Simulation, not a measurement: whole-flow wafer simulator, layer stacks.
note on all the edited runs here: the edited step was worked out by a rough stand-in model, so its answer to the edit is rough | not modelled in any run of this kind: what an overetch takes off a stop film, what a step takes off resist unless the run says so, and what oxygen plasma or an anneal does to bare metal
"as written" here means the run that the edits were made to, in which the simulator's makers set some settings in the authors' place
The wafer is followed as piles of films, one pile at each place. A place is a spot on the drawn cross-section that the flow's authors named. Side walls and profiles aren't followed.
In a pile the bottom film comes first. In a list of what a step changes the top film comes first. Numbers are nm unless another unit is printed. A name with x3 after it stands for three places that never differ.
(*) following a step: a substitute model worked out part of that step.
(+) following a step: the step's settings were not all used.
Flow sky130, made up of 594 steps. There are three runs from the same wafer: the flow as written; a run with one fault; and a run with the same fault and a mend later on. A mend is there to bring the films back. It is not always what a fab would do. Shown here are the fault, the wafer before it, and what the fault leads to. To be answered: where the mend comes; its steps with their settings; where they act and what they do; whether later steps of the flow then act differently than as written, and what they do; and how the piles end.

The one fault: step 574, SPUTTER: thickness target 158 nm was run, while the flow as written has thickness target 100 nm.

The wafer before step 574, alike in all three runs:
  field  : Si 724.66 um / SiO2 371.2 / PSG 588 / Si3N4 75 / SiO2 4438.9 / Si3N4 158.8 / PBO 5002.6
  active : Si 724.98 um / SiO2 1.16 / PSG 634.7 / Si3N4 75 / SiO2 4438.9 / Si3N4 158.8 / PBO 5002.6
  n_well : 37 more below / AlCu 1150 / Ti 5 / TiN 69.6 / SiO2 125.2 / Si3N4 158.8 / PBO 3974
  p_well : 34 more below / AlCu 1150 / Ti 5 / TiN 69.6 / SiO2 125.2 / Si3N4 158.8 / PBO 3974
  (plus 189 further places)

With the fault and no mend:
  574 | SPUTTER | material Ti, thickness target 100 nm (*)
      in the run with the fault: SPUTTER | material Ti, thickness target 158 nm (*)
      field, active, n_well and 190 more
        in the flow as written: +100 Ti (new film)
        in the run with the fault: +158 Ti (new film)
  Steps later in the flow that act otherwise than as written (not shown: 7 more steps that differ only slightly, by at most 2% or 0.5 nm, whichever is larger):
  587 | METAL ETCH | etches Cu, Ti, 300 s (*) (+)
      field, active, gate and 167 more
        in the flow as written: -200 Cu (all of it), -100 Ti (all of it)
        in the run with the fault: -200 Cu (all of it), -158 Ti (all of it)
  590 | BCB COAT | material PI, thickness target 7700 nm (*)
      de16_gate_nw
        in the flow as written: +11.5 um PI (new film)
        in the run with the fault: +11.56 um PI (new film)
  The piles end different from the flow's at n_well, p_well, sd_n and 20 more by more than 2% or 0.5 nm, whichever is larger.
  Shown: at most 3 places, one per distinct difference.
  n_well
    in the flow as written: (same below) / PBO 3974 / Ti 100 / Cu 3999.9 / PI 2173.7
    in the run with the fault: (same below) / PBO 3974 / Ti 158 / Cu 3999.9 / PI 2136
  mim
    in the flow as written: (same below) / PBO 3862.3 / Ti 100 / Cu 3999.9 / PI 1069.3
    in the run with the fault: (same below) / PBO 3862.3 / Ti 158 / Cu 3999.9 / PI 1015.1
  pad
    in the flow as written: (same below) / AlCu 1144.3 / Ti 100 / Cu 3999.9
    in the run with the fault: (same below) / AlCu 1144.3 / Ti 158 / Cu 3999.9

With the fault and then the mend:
  The mend stands after step 574.
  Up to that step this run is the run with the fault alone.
  574a | ETCH | chemistry CF4/O2, etches Si3N4, SiO2, TiN, Ti, depth target 58 nm (the flow's step 554 again, with other settings)
      field, active, n_well and 190 more
        -58 Ti
  Later steps of the flow that are run all act as written at every place that is followed, up to a difference of at most 2% or 0.5 nm, whichever is larger.
  The piles end the same as the flow's at every place that both follow.
